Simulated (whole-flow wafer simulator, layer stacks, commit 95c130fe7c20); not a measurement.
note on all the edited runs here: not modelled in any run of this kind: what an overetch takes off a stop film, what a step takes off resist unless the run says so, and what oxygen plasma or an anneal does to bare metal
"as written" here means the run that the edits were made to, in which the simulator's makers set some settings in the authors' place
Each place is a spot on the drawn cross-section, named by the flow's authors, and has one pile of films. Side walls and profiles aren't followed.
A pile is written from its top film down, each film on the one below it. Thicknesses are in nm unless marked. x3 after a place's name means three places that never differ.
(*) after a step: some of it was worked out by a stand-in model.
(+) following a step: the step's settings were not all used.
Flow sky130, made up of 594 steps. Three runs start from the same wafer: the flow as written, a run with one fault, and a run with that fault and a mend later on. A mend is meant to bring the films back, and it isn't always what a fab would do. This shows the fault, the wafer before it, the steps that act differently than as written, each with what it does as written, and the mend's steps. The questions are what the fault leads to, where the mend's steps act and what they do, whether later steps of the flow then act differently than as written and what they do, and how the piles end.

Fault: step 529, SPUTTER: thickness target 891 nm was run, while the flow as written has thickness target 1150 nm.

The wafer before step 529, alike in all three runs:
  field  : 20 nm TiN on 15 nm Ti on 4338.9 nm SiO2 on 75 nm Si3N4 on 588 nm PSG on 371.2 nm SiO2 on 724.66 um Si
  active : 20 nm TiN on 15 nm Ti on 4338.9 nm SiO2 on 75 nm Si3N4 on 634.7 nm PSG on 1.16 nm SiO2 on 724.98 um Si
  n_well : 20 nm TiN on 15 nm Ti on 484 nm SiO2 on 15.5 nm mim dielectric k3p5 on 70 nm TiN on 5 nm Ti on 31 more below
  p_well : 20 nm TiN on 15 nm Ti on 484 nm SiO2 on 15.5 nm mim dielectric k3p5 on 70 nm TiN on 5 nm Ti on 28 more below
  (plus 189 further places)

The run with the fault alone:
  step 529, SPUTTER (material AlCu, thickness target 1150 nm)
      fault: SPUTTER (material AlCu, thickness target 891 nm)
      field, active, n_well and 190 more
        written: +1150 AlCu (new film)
        fault: +891 AlCu (new film)
  Steps later in the flow that act otherwise than as written (3 more steps, not shown, differ only slightly: by at most 2% or 0.5 nm, whichever is larger):
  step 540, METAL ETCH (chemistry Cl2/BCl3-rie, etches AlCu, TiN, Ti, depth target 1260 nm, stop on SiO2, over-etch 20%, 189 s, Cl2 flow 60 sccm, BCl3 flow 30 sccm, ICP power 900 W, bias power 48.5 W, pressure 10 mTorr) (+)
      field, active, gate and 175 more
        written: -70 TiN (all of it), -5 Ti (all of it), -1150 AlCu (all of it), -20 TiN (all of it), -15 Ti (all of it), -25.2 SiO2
        fault: -70 TiN (all of it), -5 Ti (all of it), -891 AlCu (all of it), -20 TiN (all of it), -15 Ti (all of it), -51.1 SiO2
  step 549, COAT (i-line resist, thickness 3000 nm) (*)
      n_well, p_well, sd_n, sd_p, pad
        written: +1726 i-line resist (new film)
        fault: +1957.2 i-line resist (new film)
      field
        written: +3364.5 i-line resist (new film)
        fault: +3296.1 i-line resist (new film)
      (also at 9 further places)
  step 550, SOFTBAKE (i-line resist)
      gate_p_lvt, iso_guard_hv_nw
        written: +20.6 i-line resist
        fault: +15.9 i-line resist
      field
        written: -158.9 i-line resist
        fault: -134.2 i-line resist
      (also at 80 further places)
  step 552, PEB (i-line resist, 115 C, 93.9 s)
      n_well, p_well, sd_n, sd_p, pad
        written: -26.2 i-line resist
        fault: -30.1 i-line resist
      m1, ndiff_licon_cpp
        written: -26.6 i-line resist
        fault: -30.4 i-line resist
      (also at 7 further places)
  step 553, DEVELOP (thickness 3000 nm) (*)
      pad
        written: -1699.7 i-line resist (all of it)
        fault: -1927.1 i-line resist (all of it)
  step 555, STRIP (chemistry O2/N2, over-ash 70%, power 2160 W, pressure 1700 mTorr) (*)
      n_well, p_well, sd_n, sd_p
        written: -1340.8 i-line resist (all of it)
        fault: -1568.2 i-line resist (all of it)
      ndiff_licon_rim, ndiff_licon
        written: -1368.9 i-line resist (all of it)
        fault: -1590.2 i-line resist (all of it)
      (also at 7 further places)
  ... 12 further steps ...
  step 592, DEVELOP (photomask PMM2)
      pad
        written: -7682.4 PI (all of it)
        fault: -7915.5 PI (all of it)
  At n_well, p_well, gate_hv and 102 more, the piles at the end differ from the flow's by more than 2% or 0.5 nm, whichever is larger.
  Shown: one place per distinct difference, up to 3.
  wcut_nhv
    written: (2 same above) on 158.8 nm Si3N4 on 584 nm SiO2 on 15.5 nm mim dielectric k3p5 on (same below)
    fault: (2 same above) on 158.8 nm Si3N4 on 558.1 nm SiO2 on 15.5 nm mim dielectric k3p5 on (same below)
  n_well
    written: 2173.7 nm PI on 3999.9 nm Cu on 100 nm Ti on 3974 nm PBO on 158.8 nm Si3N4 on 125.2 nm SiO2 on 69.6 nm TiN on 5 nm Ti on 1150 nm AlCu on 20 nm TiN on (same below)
    fault: 2204.2 nm PI on 3999.9 nm Cu on 100 nm Ti on 4160.2 nm PBO on 158.8 nm Si3N4 on 125.2 nm SiO2 on 69.6 nm TiN on 5 nm Ti on 891 nm AlCu on 20 nm TiN on (same below)
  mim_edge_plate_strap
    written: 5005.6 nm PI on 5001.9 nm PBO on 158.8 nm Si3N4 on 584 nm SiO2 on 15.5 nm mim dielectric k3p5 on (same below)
    fault: 5005.9 nm PI on 5001.5 nm PBO on 158.8 nm Si3N4 on 558.1 nm SiO2 on 15.5 nm mim dielectric k3p5 on (same below)

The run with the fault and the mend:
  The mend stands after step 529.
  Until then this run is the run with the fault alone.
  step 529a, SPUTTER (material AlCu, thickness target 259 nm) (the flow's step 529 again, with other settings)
      field, active, n_well and 190 more
        +259 AlCu
  Later steps of the flow that are run all act as written at every place that is followed.
  By the end, the piles equal the flow's at every place that both follow.
